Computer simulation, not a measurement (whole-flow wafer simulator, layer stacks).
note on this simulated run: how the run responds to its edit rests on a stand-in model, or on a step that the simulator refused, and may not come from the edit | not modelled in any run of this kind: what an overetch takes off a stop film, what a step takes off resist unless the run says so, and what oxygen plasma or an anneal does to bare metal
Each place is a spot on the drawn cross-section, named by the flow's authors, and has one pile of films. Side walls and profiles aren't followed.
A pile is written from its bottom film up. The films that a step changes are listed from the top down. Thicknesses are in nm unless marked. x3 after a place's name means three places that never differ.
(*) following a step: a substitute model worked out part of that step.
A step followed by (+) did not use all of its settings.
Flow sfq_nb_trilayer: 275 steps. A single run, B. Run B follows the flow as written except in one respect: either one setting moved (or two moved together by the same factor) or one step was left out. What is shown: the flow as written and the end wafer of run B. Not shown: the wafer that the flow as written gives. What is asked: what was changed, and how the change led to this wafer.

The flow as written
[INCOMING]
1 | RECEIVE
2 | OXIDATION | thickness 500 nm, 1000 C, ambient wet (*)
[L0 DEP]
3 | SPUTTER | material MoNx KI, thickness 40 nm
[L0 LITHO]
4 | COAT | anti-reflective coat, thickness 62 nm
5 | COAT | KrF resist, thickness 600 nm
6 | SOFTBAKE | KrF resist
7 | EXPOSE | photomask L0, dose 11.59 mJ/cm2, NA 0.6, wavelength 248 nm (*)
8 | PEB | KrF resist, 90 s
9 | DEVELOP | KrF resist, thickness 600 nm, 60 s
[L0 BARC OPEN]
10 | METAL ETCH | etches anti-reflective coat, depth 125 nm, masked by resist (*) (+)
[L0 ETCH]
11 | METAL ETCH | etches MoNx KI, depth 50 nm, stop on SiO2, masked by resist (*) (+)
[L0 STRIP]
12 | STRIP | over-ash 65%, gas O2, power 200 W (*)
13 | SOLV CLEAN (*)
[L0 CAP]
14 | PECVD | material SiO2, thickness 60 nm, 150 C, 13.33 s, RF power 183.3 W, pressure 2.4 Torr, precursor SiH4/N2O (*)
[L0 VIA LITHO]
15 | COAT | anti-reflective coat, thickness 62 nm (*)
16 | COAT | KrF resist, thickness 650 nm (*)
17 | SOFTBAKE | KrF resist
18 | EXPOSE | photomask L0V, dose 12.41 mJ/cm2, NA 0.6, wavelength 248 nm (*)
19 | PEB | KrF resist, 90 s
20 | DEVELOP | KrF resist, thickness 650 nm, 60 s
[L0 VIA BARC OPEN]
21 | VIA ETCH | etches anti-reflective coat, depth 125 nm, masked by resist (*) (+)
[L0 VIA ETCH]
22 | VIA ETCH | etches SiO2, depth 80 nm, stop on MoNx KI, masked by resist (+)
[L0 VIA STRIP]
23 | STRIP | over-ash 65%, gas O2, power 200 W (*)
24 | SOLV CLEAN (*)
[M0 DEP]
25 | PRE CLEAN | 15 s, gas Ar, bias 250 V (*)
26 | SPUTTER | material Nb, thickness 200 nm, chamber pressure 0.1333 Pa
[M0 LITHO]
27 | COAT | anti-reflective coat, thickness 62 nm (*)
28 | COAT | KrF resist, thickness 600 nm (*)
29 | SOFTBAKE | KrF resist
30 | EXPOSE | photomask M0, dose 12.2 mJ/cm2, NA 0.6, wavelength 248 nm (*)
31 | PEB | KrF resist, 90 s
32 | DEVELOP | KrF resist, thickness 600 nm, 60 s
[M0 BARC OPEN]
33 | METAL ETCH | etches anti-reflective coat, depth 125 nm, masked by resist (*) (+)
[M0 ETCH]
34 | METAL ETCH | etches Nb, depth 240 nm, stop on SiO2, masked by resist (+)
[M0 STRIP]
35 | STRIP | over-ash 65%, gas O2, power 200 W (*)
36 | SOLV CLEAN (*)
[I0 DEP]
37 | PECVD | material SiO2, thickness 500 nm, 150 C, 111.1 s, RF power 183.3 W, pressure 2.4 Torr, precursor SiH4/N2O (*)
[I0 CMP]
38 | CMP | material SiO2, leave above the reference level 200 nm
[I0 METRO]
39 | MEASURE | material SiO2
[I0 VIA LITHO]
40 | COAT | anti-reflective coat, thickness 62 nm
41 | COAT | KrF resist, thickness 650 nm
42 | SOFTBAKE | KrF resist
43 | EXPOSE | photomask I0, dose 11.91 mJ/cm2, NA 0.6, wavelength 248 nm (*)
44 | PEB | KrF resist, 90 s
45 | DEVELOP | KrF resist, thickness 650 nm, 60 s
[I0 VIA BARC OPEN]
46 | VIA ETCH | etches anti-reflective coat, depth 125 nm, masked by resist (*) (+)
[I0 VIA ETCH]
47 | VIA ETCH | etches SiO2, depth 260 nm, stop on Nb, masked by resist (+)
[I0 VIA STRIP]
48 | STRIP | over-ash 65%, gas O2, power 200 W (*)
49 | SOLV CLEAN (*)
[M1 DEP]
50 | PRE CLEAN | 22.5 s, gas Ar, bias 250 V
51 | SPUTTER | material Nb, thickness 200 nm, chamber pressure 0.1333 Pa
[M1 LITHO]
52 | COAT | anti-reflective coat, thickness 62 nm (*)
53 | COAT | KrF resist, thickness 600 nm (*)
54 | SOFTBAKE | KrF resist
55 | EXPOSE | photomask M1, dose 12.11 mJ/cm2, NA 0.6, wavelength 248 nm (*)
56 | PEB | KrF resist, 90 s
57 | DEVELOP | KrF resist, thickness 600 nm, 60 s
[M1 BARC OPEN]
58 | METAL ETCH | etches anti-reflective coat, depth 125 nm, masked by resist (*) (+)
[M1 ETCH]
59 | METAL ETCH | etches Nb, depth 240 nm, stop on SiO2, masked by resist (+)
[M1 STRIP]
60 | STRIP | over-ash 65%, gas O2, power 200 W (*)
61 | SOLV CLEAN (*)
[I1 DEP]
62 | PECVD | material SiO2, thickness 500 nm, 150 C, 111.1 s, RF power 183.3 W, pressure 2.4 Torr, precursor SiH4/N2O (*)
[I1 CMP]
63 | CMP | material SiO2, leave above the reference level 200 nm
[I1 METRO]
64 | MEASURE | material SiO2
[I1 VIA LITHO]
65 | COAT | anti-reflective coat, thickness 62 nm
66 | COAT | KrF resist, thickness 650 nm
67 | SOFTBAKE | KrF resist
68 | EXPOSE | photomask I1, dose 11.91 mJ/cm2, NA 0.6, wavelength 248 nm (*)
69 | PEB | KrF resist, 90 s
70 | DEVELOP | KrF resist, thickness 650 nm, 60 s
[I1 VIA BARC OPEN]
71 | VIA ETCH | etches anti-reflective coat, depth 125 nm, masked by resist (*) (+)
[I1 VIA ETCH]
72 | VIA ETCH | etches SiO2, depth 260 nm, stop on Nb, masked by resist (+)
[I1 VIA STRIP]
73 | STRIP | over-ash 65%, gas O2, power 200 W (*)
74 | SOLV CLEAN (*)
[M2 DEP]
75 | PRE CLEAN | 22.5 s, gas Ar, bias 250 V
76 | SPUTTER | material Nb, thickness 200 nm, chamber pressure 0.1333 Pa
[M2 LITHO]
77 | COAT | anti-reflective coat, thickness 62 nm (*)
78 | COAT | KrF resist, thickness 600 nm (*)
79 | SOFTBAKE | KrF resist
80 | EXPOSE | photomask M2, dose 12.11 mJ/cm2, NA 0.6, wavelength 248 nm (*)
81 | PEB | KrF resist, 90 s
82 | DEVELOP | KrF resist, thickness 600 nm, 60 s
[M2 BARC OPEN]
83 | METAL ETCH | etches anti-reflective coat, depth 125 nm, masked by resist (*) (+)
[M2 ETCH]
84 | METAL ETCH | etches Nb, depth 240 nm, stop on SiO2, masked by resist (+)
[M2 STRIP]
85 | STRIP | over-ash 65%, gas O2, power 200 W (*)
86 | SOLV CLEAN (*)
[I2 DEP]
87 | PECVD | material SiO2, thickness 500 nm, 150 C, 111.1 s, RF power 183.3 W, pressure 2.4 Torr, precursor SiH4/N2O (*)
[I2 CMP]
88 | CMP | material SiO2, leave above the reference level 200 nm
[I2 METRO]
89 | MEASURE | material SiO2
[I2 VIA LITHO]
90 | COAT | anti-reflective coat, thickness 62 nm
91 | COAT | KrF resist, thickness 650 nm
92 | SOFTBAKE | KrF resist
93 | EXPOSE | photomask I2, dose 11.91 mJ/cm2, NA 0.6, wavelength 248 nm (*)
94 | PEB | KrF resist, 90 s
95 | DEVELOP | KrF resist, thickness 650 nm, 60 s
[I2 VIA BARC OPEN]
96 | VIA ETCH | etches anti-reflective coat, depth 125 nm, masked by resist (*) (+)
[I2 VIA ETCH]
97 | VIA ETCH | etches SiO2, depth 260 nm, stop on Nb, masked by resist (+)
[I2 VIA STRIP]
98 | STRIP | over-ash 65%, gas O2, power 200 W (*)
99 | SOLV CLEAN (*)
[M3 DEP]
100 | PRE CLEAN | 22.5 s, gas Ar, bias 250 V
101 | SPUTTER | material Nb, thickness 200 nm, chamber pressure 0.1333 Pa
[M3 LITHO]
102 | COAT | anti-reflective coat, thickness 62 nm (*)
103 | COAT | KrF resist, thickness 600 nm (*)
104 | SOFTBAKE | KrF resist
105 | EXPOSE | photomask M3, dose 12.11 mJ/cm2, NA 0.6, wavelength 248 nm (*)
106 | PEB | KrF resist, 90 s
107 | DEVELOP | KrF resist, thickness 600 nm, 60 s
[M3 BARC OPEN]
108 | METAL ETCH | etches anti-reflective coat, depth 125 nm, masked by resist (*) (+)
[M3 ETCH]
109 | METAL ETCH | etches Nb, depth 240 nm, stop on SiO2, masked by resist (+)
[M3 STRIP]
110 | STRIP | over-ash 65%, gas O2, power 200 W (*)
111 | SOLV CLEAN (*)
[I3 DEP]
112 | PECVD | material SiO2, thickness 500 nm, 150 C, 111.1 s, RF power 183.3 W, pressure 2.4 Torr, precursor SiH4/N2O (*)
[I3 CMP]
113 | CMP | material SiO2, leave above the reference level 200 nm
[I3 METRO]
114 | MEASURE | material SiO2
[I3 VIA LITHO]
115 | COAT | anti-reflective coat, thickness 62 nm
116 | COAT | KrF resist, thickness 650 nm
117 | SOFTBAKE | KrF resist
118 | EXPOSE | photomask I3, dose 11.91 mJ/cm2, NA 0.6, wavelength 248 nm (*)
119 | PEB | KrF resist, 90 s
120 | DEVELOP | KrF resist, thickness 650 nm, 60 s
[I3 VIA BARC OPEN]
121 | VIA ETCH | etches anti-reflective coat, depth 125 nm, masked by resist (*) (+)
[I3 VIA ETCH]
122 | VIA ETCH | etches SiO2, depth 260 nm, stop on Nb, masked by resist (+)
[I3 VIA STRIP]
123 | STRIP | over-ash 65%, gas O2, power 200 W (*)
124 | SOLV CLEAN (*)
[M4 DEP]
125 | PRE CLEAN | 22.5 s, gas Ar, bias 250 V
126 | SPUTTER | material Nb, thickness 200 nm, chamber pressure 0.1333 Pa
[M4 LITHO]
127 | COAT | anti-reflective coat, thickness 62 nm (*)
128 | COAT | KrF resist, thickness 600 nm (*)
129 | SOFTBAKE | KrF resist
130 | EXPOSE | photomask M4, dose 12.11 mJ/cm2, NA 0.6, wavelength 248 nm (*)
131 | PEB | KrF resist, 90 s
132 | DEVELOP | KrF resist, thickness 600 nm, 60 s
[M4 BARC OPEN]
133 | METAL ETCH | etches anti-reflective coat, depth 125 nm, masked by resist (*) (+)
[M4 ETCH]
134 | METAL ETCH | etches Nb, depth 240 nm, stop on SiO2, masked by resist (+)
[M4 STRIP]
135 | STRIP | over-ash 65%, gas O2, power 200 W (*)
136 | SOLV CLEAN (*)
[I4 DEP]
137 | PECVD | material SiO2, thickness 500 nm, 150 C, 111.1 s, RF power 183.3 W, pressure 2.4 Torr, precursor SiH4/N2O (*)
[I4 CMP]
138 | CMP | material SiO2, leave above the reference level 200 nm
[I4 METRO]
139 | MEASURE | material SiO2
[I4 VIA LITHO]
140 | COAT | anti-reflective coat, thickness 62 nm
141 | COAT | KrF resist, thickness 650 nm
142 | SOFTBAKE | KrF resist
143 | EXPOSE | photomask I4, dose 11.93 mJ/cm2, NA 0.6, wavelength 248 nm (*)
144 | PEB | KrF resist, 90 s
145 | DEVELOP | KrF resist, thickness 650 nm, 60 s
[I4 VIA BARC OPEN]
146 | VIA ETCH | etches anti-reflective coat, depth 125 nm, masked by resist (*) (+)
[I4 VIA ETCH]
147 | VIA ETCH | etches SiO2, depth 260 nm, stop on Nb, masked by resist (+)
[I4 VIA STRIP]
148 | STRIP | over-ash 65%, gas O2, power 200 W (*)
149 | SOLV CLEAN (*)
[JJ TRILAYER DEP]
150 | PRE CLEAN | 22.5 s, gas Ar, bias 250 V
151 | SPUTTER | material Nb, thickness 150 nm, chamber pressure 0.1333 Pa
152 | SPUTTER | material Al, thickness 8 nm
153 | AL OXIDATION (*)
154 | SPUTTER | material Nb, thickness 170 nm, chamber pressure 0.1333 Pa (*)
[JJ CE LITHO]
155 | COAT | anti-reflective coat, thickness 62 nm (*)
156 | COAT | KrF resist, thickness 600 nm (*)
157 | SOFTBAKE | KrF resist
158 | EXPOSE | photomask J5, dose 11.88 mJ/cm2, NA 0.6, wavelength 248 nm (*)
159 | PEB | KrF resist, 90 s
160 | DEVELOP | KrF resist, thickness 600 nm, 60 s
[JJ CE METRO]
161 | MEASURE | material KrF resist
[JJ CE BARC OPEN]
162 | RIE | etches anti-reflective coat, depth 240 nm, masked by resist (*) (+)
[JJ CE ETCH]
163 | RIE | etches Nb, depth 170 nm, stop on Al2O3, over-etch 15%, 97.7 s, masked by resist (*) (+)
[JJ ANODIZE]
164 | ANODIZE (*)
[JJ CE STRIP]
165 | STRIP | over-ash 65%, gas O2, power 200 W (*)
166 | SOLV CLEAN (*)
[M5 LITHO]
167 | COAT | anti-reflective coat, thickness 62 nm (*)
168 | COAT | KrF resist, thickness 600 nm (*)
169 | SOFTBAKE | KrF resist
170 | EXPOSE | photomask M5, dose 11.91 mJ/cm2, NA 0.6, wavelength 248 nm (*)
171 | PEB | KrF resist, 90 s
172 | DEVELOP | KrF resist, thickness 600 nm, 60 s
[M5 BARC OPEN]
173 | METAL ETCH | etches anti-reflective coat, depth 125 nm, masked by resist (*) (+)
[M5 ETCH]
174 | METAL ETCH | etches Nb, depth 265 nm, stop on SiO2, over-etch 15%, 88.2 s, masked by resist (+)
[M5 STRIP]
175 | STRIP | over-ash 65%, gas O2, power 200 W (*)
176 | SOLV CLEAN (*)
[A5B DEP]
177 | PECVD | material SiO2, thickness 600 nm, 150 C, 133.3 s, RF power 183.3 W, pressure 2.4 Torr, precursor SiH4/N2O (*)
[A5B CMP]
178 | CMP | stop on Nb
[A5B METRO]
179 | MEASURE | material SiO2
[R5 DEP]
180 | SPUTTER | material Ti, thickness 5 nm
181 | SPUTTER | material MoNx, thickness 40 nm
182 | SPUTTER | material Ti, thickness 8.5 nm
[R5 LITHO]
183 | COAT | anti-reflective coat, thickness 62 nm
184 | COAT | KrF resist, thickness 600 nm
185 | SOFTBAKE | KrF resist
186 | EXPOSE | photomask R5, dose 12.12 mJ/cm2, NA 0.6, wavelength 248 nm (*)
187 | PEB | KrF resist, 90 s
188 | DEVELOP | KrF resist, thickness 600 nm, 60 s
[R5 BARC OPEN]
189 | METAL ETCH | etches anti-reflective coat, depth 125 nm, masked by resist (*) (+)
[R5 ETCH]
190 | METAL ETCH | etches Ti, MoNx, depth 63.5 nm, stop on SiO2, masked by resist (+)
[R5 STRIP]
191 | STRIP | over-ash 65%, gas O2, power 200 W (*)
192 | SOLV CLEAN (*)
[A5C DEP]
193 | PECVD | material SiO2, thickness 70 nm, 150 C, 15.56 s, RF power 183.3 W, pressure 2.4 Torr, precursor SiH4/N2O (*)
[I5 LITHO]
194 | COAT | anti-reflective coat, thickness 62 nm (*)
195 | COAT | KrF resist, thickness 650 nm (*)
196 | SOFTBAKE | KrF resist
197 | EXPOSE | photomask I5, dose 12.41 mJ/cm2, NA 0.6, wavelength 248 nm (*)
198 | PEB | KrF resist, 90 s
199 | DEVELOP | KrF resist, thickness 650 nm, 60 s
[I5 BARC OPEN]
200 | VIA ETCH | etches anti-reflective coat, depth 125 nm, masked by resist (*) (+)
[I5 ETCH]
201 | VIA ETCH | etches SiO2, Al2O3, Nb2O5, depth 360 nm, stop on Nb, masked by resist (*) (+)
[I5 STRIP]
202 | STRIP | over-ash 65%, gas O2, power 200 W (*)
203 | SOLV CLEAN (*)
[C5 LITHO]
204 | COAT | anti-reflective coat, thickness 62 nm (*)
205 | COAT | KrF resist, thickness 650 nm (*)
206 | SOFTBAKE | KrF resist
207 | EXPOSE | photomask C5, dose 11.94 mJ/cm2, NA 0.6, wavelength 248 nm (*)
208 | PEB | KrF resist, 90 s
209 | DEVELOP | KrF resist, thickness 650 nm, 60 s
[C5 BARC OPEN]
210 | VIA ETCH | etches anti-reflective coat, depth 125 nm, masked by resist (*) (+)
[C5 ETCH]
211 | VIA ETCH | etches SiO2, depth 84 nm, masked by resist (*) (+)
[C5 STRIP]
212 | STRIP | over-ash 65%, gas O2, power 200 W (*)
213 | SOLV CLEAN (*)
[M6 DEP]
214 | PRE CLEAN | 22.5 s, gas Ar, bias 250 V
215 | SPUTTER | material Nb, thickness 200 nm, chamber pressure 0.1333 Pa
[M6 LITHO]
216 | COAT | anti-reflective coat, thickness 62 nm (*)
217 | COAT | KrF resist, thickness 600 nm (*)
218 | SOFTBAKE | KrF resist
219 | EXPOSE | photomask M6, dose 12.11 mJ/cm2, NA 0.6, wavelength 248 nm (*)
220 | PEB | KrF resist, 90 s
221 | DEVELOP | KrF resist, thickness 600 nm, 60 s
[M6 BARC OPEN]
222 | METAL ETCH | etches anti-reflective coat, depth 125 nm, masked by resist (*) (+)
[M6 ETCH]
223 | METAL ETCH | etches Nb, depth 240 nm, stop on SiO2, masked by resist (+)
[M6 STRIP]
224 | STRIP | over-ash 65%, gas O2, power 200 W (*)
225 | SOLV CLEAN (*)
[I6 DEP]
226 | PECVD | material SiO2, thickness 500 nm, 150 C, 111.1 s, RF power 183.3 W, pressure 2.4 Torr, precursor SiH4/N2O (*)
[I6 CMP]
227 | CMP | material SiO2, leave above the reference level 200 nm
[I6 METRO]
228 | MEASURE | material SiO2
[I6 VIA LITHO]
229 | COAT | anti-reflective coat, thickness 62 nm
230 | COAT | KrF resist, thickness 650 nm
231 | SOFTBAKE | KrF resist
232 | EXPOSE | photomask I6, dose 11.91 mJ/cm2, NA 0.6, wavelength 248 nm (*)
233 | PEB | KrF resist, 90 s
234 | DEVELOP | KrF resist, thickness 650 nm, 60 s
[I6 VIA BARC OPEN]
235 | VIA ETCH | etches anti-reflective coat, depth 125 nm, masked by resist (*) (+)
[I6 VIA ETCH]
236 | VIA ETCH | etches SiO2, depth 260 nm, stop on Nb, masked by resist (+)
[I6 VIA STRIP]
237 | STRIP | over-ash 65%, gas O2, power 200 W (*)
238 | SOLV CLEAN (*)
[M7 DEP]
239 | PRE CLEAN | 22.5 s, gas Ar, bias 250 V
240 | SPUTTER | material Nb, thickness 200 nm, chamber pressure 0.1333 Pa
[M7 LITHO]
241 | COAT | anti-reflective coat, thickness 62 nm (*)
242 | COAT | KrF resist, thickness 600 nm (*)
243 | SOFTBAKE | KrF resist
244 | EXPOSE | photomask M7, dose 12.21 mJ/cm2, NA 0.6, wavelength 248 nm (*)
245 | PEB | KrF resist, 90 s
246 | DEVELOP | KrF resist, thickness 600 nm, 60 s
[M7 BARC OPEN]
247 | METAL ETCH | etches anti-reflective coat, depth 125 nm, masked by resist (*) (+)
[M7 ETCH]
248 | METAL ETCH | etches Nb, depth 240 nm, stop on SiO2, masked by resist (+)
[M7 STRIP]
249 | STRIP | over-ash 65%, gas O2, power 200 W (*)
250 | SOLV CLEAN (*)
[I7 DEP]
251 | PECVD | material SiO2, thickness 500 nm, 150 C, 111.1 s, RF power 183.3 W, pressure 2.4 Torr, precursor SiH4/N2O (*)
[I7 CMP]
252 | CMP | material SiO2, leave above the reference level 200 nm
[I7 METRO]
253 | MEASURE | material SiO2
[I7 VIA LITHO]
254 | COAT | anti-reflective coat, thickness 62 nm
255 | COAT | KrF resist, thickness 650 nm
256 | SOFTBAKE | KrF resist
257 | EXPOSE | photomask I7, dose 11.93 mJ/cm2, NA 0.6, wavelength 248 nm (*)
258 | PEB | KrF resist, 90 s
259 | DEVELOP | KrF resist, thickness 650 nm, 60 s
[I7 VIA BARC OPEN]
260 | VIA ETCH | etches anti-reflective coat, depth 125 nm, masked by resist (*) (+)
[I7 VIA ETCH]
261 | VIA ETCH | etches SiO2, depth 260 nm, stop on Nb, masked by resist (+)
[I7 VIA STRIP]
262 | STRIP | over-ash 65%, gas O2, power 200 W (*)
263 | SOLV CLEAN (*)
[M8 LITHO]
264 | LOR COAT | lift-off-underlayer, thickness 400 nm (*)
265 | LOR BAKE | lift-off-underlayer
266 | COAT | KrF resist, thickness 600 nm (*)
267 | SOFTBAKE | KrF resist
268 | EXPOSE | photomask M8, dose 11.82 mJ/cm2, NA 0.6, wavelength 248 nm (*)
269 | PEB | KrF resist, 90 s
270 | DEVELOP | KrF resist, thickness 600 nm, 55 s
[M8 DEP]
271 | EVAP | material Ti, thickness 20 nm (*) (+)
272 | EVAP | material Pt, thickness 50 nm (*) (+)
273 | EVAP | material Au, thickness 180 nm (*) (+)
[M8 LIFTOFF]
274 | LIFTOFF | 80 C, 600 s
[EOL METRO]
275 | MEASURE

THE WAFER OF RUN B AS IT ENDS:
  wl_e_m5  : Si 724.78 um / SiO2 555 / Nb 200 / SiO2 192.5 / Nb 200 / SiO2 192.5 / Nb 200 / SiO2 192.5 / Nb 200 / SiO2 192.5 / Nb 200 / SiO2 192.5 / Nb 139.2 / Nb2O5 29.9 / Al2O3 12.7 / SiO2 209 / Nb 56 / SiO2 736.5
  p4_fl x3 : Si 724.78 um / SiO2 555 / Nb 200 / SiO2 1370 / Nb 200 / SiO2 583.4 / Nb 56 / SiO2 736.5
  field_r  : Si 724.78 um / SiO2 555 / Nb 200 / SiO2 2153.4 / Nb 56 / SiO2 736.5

The reason: step 223, METAL ETCH: depth 144 nm was run, though the flow has depth 240 nm.

How this came from the change, step by step:
  223 | METAL ETCH | etches Nb, depth 240 nm, stop on SiO2, masked by resist (+)
      field_l, gap, moat and 76 more: -144 Nb (in the flow as written it would be: -200 Nb (all of it))
      v_sur, via_wl, via_w and 24 more: -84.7 KrF resist (in the flow as written it would be: -141.2 KrF resist)
  224 | STRIP | over-ash 65%, gas O2, power 200 W (*)
      wl_j_sl, wl_j_sr: -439 KrF resist (all of it), -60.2 anti-reflective coat (all of it) (in the flow as written it would be: -382.5 KrF resist (all of it), -60.2 anti-reflective coat (all of it))
      wl_c_m6, wl_f_m6: -438.7 KrF resist (all of it), -62 anti-reflective coat (all of it) (in the flow as written it would be: -382.3 KrF resist (all of it), -62 anti-reflective coat (all of it))
      (and at 23 other places as well)
  226 | PECVD | material SiO2, thickness 500 nm, 150 C, 111.1 s, RF power 183.3 W, pressure 2.4 Torr, precursor SiH4/N2O (*)
      field_l, p4_fl x3, p4_w1 x9 and 52 more: +500 SiO2 (new film) (in the flow as written it would be: +500 SiO2)
      moat, field_r, lsp_l, ln_m5, lsp_m: +500 SiO2 (new film) (in the flow as written it would be: +493.6 SiO2)
      (and at 9 other places as well)
  227 | CMP | material SiO2, leave above the reference level 200 nm
      field_l, p4_fl x3, p4_w1 x9 and 49 more: -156 SiO2 (in the flow as written it would be: -100 SiO2)
      moat, field_r, lsp_l, ln_m5, lsp_m: -156 SiO2 (in the flow as written it would be: -93.6 SiO2)
      (and at 8 other places as well)
If metal films that touch count as one body, wl_e_m5 has 7 bodies (between them, from the top down: SiO2 209 / Al2O3 12.7 / Nb2O5 29.9; SiO2 192.5; SiO2 192.5; SiO2 192.5; SiO2 192.5; SiO2 192.5); the flow as written gives 6 bodies (between them, from the top down: SiO2 192.5; SiO2 192.5; SiO2 192.5; SiO2 192.5; SiO2 192.5).
If metal films that touch count as one body, p4_fl x3 has 3 bodies (between them, from the top down: SiO2 583.4; SiO2 1370); the flow as written gives 2 bodies (between them, from the top down: SiO2 1370).
If metal films that touch count as one body, field_r has 2 bodies (between them, from the top down: SiO2 2153.4); the flow as written gives 1 body.
